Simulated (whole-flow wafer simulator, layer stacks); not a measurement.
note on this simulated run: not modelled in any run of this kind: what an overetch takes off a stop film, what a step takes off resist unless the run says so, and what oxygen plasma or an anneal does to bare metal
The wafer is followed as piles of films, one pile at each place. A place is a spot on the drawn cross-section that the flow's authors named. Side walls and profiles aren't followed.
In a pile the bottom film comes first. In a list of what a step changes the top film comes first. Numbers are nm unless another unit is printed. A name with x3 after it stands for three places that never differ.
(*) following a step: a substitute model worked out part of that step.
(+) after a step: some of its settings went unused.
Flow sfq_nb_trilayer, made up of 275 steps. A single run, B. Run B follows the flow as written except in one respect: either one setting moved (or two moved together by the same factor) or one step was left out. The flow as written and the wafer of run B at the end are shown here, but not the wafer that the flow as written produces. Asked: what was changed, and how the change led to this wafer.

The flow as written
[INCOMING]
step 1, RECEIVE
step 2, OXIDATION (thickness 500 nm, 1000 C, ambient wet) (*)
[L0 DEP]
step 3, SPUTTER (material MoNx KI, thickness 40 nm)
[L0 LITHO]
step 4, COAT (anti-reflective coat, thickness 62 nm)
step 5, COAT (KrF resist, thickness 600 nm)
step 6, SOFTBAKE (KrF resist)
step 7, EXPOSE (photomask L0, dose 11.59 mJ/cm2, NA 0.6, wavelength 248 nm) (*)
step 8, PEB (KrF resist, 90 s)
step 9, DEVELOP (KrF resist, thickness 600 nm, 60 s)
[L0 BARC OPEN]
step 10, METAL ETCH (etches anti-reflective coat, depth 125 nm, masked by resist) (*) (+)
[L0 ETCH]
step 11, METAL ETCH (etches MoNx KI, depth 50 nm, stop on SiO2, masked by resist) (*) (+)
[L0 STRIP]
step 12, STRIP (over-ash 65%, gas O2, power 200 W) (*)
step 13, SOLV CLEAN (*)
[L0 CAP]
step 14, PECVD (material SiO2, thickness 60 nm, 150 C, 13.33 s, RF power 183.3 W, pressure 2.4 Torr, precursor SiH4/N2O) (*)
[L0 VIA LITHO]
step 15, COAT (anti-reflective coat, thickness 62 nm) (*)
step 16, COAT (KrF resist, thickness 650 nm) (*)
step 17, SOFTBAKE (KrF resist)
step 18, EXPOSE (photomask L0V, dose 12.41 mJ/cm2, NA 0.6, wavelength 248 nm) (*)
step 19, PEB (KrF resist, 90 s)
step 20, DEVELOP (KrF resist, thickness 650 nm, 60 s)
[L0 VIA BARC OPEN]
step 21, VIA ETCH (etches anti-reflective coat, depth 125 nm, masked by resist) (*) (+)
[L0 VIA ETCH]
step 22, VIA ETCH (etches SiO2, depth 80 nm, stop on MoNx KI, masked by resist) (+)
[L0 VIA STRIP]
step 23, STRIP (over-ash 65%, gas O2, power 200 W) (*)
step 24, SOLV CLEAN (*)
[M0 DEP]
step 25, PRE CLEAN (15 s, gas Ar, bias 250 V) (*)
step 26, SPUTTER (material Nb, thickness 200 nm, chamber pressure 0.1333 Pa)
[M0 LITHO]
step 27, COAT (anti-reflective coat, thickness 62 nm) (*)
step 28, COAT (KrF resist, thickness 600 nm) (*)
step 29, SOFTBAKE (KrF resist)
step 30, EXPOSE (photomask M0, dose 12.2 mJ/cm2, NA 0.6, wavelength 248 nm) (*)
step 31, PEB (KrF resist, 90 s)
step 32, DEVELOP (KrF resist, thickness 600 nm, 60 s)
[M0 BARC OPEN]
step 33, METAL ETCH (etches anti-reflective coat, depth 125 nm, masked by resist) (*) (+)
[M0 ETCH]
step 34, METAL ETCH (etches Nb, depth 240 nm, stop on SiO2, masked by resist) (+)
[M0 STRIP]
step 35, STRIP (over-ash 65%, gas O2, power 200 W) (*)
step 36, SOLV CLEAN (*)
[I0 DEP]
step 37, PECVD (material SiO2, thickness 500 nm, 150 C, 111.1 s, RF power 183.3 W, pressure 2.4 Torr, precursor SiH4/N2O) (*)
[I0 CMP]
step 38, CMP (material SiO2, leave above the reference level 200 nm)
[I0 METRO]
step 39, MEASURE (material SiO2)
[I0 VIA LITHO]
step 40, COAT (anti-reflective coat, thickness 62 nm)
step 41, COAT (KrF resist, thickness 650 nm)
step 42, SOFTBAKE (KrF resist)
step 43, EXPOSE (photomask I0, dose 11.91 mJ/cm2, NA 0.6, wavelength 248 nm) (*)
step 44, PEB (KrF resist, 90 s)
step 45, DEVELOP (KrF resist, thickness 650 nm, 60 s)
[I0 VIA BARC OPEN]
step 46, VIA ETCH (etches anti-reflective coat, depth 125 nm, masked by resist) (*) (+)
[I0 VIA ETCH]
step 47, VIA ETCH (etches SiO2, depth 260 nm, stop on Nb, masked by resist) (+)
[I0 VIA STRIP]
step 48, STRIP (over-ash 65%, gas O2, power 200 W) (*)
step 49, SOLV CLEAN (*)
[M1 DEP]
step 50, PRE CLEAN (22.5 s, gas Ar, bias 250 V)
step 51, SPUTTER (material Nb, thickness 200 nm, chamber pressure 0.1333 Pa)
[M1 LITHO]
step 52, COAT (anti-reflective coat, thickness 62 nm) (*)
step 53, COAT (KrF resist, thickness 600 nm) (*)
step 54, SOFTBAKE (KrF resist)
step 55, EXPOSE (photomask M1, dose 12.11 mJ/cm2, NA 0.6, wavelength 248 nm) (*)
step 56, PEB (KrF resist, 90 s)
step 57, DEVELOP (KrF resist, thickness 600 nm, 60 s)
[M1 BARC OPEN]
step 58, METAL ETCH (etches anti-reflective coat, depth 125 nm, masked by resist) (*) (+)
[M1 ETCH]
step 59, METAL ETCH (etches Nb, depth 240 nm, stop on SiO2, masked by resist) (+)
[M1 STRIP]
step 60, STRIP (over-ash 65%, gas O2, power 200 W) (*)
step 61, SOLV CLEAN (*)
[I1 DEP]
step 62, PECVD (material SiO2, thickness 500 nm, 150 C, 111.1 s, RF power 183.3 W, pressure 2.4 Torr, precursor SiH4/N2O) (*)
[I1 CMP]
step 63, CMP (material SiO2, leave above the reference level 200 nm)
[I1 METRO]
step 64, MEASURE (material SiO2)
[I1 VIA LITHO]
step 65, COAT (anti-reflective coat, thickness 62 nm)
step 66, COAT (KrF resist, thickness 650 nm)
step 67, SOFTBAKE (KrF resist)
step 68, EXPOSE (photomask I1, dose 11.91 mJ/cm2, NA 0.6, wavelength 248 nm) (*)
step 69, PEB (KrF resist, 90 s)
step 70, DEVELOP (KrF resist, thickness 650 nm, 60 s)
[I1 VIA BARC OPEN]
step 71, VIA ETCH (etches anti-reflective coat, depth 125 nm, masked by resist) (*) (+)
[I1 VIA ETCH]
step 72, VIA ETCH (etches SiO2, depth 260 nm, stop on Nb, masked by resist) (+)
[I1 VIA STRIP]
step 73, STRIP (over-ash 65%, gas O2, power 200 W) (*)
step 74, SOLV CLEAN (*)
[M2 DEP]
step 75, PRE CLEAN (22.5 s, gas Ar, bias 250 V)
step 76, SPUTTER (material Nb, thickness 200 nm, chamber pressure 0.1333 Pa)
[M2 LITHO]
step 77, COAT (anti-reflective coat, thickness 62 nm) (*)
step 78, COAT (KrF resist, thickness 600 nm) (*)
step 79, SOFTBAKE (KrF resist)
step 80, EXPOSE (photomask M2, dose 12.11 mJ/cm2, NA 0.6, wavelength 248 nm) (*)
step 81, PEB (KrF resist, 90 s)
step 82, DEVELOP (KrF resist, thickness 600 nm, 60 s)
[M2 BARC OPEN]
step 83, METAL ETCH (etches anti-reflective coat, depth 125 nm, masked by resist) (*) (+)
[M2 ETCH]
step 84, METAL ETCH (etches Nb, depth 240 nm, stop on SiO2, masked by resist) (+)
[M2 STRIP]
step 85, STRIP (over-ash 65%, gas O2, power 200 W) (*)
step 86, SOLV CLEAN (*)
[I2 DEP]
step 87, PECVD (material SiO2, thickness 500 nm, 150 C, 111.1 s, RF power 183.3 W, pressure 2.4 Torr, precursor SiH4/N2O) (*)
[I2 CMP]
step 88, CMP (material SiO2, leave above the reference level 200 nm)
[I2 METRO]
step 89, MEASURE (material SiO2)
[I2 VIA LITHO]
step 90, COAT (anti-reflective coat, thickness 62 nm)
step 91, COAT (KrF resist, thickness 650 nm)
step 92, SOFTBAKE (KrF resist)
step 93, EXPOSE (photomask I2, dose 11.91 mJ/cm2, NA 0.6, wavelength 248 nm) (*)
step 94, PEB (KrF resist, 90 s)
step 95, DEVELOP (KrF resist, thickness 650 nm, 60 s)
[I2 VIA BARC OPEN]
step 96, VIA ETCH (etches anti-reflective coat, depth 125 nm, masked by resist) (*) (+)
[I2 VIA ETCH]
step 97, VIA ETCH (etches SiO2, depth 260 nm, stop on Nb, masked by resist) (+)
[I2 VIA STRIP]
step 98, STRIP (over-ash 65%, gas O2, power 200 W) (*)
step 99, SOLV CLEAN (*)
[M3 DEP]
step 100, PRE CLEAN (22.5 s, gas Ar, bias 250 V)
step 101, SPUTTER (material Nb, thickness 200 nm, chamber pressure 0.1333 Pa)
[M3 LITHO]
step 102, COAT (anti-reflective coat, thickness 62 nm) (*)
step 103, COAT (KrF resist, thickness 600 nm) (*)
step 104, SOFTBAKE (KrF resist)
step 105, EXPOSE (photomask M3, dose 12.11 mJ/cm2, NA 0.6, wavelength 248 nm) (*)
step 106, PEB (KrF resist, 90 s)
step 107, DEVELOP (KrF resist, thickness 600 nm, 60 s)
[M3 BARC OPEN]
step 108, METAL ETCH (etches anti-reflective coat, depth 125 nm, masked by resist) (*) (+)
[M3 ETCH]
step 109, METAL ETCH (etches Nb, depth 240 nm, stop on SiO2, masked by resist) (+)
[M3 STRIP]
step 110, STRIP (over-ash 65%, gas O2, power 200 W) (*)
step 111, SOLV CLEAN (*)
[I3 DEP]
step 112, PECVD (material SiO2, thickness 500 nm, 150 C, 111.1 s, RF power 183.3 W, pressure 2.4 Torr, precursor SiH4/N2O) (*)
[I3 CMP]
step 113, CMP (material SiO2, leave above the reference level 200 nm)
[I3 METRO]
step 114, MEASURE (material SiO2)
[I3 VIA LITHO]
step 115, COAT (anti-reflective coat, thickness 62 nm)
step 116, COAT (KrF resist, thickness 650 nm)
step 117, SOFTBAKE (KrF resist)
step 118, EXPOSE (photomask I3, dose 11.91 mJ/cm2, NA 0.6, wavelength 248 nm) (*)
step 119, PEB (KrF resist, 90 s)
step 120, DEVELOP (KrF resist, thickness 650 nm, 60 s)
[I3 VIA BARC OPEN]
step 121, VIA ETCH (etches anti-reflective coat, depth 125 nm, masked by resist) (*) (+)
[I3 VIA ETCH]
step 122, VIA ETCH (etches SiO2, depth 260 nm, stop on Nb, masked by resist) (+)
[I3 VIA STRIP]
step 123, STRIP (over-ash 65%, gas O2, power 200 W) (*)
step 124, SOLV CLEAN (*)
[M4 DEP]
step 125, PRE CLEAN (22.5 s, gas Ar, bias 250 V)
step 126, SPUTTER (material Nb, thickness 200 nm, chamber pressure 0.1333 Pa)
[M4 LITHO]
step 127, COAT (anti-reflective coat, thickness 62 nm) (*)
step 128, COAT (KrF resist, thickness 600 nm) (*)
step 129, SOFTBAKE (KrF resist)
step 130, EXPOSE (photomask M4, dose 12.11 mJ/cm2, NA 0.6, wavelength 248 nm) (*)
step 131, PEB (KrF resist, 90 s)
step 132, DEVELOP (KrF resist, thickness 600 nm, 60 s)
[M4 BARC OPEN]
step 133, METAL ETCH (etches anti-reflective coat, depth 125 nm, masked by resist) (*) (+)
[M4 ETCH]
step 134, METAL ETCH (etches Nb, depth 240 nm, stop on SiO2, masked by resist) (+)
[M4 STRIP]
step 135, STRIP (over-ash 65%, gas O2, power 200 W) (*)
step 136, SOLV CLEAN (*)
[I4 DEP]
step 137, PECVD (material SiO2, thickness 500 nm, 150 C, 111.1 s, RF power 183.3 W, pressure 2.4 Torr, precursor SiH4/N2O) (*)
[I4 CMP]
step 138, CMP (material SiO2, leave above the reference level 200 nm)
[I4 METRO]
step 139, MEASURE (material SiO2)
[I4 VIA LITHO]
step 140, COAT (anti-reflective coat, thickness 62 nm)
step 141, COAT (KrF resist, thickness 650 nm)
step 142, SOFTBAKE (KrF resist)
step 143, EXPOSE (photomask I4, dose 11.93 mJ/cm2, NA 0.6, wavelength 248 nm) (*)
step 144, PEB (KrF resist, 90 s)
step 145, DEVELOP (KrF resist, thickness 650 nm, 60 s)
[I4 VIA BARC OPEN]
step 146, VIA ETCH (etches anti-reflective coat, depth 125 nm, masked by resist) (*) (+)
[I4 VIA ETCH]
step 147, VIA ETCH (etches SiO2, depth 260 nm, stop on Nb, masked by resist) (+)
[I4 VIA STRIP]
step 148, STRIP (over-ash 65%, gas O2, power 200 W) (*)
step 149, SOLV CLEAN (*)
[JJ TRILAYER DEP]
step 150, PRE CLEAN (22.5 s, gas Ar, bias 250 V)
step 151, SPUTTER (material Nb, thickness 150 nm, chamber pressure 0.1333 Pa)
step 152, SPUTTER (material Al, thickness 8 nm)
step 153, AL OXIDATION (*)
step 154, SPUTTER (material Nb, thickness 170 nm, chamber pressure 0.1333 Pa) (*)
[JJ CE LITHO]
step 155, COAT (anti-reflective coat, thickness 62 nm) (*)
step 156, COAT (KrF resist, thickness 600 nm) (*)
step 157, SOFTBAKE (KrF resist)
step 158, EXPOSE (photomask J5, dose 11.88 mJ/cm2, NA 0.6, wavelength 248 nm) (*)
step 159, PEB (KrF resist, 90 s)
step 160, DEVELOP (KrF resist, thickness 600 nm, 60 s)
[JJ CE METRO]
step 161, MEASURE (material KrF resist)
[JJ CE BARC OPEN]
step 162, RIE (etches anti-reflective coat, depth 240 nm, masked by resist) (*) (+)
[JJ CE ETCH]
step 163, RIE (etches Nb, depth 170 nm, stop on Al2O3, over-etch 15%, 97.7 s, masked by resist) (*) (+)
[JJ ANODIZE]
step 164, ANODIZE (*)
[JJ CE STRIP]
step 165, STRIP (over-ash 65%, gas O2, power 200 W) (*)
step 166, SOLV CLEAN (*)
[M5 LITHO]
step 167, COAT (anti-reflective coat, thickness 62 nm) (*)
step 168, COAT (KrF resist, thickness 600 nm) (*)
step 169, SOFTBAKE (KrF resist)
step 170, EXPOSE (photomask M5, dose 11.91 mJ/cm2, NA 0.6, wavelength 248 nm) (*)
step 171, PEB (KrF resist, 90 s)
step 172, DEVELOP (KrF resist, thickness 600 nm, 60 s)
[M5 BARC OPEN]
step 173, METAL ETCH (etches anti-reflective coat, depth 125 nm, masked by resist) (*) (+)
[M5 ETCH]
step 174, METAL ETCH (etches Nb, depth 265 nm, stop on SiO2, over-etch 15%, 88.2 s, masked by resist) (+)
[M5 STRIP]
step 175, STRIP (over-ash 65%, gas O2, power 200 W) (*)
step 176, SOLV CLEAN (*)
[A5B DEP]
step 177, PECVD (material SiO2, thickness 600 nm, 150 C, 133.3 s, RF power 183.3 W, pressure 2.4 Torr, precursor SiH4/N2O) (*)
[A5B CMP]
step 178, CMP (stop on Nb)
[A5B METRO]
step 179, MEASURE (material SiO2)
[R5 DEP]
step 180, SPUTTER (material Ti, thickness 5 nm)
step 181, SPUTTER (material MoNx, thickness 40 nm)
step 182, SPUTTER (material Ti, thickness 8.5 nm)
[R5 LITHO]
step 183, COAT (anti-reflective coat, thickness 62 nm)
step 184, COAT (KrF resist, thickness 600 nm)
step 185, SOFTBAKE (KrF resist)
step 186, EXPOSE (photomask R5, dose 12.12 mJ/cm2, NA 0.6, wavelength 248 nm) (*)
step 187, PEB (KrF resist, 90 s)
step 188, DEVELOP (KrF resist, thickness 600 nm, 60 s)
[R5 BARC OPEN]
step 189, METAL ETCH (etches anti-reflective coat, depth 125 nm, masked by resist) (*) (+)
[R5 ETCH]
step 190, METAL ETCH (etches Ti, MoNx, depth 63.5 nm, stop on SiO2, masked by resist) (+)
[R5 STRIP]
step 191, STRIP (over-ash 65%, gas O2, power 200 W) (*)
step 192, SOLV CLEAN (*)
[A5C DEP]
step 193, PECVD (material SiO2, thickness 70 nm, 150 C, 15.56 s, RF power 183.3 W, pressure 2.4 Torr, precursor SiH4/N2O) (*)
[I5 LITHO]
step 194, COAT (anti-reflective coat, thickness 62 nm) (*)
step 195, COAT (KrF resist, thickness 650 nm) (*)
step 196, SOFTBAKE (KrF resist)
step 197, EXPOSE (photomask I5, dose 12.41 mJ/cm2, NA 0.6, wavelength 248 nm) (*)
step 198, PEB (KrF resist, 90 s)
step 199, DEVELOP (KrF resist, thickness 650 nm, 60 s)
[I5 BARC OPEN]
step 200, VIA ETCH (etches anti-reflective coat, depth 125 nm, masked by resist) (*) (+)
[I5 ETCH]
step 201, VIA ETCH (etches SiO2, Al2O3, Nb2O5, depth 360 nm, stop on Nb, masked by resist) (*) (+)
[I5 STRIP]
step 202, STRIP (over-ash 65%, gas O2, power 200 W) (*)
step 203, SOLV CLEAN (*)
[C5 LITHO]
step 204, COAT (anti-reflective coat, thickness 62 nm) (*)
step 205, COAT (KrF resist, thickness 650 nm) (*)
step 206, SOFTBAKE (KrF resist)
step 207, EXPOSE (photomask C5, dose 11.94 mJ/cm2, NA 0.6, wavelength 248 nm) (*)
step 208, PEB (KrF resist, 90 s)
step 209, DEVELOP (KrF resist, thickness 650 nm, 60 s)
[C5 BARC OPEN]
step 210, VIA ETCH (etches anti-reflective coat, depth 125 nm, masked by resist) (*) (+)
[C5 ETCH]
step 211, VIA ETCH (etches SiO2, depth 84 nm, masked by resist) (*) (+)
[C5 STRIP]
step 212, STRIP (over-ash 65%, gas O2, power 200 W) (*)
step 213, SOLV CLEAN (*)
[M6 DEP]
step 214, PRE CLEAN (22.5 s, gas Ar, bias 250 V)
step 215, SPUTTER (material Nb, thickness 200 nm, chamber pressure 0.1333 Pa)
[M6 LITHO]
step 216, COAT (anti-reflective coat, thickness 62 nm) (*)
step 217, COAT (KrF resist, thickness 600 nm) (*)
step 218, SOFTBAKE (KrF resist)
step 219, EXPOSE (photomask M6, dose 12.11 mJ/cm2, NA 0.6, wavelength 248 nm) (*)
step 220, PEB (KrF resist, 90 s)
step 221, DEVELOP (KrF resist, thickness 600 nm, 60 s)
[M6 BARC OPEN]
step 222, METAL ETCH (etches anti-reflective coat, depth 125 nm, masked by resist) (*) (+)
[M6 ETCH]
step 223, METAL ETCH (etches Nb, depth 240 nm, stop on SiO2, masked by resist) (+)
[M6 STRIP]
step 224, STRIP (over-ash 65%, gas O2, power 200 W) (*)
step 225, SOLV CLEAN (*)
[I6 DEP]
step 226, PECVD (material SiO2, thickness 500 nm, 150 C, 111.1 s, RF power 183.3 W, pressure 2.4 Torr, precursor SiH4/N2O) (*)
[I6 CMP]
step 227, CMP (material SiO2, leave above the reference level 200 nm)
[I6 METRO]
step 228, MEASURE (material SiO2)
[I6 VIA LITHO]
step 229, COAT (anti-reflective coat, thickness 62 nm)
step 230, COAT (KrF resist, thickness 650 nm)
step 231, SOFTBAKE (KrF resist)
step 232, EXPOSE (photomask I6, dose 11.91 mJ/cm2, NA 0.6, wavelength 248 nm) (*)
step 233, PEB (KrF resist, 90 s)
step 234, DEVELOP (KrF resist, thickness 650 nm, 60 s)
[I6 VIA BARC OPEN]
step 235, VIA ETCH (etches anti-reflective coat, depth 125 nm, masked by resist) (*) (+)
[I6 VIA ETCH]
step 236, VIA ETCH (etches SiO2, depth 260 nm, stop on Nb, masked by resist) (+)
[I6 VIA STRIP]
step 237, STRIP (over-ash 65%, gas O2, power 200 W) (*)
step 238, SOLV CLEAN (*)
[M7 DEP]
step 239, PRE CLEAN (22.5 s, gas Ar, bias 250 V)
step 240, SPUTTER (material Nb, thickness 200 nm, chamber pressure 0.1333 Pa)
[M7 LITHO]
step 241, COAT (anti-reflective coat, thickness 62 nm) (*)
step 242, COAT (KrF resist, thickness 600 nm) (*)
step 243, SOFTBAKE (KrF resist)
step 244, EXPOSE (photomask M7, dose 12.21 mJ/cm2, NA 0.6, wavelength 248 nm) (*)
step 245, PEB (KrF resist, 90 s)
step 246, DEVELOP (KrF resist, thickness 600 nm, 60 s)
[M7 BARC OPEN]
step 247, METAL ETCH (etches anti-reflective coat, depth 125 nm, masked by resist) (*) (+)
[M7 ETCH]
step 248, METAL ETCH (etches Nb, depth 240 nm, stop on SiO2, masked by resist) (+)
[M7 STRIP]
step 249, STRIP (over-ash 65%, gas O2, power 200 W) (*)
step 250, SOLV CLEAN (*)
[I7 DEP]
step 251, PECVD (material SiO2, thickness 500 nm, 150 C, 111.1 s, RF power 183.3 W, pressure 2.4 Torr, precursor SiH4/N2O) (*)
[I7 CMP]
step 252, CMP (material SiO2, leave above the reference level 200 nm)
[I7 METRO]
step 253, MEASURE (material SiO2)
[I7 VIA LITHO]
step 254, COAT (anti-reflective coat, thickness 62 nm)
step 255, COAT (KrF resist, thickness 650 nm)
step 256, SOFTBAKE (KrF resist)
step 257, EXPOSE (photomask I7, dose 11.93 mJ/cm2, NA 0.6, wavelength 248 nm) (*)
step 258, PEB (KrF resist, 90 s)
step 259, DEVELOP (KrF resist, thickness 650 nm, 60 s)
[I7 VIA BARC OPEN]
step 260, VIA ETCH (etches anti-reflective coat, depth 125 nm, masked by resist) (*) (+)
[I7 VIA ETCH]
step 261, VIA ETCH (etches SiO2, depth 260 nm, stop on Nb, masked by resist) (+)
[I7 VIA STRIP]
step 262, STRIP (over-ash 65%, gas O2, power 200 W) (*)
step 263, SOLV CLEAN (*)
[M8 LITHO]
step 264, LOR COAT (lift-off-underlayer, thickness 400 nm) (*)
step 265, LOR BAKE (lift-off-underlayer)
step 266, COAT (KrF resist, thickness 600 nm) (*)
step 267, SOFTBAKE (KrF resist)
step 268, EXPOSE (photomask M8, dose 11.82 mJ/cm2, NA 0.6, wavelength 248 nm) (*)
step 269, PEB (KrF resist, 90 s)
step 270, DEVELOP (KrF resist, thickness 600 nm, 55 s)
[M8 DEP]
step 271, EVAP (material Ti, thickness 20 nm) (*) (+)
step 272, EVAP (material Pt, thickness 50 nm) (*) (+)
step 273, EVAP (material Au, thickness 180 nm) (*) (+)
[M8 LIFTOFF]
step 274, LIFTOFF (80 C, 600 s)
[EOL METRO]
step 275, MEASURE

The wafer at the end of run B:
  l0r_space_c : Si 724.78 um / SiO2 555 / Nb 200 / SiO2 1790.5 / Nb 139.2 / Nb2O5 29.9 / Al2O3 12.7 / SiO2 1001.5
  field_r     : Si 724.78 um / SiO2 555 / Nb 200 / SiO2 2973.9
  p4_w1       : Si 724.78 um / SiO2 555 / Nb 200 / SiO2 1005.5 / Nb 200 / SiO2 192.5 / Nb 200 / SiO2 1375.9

What caused this: step 76, SPUTTER: thickness 228 nm was run, though the flow has thickness 200 nm.

How this came from the change, step by step:
  step 76, SPUTTER (material Nb, thickness 200 nm, chamber pressure 0.1333 Pa)
      field_l, v_sur, via_wl and 102 more: Nb gains 228 (new film) (in the flow as written it would be: Nb gains 200 (new film))
      via_v: Nb gains 199.3 (in the flow as written it would be: Nb gains 174.5)
  step 84, METAL ETCH (etches Nb, depth 240 nm, stop on SiO2, masked by resist) (+)
      field_l, be, be_sur and 81 more: Nb loses 228 (all of it) (in the flow as written it would be: Nb loses 200 (all of it))
  step 87, PECVD (material SiO2, thickness 500 nm, 150 C, 111.1 s, RF power 183.3 W, pressure 2.4 Torr, precursor SiH4/N2O) (*)
      via_v: SiO2 gains 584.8 (new film) (in the flow as written it would be: SiO2 gains 606 (new film))
  step 88, CMP (material SiO2, leave above the reference level 200 nm)
      field_l, be, be_sur and 81 more: SiO2 loses 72 (in the flow as written it would be: SiO2 loses 100)
      via_v: SiO2 loses 157.1 (in the flow as written it would be: SiO2 loses 181.6)
